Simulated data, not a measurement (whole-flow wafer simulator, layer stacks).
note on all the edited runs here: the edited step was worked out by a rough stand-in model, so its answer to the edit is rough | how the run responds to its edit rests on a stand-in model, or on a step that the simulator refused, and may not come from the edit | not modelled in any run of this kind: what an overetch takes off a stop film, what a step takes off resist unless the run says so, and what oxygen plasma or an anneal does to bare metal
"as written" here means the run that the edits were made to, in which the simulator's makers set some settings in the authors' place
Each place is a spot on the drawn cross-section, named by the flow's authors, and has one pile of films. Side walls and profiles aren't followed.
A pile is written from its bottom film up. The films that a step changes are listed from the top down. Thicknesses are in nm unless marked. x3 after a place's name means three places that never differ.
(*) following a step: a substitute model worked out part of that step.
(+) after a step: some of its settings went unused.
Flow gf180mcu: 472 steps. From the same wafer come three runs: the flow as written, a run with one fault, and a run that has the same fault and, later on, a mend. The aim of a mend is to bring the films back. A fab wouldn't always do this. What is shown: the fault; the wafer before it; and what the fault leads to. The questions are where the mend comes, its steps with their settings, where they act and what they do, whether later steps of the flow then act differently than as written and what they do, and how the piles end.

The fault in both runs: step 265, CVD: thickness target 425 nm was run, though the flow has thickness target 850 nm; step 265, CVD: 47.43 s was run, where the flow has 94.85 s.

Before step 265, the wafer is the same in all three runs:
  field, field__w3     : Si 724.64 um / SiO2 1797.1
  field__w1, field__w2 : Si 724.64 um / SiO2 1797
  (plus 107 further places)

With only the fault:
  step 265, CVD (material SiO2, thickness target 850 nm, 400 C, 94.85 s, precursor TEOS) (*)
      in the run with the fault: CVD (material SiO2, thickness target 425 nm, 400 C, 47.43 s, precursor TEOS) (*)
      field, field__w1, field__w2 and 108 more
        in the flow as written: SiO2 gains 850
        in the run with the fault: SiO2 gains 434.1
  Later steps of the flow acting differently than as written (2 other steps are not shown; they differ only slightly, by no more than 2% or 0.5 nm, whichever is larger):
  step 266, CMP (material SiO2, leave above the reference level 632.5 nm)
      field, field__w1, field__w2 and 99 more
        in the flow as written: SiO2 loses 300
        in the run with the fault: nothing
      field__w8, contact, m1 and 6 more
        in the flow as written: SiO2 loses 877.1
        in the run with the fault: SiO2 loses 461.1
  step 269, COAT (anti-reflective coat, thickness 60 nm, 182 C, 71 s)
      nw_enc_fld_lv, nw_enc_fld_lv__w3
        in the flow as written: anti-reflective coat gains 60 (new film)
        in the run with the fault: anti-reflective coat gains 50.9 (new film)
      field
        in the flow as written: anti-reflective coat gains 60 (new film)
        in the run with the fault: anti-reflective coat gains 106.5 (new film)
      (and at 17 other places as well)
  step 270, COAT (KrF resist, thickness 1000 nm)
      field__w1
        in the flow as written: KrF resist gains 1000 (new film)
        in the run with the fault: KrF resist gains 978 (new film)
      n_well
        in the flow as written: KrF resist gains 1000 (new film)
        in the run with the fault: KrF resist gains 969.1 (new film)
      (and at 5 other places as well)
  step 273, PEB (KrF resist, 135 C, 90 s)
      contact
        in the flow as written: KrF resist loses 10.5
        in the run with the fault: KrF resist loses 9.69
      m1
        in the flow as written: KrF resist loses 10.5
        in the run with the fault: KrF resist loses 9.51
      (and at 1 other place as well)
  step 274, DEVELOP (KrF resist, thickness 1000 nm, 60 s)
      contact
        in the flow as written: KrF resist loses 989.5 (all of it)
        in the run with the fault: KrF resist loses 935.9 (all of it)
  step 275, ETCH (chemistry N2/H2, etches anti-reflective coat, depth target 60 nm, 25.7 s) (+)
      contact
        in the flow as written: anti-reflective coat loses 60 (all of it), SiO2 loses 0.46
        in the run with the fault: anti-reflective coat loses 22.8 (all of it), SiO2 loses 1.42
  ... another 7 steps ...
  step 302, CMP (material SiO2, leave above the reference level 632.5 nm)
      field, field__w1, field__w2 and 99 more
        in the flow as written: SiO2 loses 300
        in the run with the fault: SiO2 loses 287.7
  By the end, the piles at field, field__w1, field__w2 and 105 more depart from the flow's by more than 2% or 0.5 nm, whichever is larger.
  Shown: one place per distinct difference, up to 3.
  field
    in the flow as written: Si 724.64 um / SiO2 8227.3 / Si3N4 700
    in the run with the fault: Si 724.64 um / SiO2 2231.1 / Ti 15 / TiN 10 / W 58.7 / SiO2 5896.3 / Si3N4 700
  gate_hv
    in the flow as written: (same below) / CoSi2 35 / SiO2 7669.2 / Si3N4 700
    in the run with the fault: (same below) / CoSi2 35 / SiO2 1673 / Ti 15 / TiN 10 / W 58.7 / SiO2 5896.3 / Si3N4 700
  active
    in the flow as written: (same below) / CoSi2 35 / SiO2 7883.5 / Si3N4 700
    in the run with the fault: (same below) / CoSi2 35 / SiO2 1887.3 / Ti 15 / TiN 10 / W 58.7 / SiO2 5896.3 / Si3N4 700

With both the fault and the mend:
  The mend follows step 265.
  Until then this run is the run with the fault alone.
  step 265a, CVD (material SiO2, thickness target 425 nm, 400 C, 47.43 s, precursor TEOS) (*) (the flow's step 265 again, with other settings)
      field, field__w1, field__w2 and 108 more
        SiO2 gains 434.1
  Later steps of the flow acting differently than as written:
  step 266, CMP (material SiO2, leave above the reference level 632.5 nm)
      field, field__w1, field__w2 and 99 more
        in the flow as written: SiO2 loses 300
        in the run with the mend: SiO2 loses 318.1
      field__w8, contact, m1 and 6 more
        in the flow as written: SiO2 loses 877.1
        in the run with the mend: SiO2 loses 895.2
  At every place that both follow, the piles at the end match the flow's.
